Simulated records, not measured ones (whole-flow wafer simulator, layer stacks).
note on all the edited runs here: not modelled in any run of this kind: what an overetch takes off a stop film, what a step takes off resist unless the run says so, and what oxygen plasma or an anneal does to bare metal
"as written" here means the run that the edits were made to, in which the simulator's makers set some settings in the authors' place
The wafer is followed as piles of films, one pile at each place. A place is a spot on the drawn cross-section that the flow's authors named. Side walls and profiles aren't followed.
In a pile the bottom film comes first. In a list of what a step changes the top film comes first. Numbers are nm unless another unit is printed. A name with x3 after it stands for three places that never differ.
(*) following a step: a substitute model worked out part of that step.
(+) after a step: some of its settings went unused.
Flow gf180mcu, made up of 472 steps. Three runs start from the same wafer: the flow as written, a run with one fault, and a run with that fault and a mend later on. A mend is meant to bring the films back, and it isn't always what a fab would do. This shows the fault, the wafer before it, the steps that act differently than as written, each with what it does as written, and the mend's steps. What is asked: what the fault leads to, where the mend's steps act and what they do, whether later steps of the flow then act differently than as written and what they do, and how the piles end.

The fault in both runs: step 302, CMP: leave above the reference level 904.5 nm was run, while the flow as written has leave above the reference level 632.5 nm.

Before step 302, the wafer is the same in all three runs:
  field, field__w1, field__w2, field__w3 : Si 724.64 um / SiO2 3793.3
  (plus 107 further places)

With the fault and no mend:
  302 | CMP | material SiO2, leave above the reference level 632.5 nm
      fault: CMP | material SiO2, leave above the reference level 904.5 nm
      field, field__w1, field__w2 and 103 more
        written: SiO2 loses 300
        fault: SiO2 loses 28
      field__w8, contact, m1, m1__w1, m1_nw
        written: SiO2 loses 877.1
        fault: SiO2 loses 605.1
  Steps later in the flow that act otherwise than as written:
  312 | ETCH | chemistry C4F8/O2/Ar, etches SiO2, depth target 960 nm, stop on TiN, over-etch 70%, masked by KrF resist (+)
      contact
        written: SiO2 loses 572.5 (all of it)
        fault: SiO2 loses 844.5 (all of it)
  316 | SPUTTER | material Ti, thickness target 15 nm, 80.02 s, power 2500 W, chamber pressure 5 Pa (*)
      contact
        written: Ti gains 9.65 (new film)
        fault: Ti gains 8.25 (new film)
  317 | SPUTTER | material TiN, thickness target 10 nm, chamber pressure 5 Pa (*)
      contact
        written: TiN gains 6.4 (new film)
        fault: TiN gains 5.46 (new film)
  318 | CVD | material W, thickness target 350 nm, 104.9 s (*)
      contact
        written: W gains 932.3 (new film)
        fault: W gains 1206.6 (new film)
  At field, field__w1, field__w2 and 109 more, the piles at the end differ from the flow's by more than 2% or 0.5 nm, whichever is larger.
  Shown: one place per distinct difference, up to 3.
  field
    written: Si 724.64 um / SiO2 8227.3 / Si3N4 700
    fault: Si 724.64 um / SiO2 8499.3 / Si3N4 700
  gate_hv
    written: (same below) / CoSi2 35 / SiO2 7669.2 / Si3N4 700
    fault: (same below) / CoSi2 35 / SiO2 7941.2 / Si3N4 700
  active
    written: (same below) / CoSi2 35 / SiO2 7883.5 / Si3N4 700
    fault: (same below) / CoSi2 35 / SiO2 8155.5 / Si3N4 700

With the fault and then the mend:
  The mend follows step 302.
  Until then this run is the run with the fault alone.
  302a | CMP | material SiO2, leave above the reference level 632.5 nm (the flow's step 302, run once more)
      field, field__w1, field__w2 and 108 more
        SiO2 loses 272
  None of the later steps of the flow acts differently than as written at any place that is followed.
  At every place that both follow, the piles at the end match the flow's.
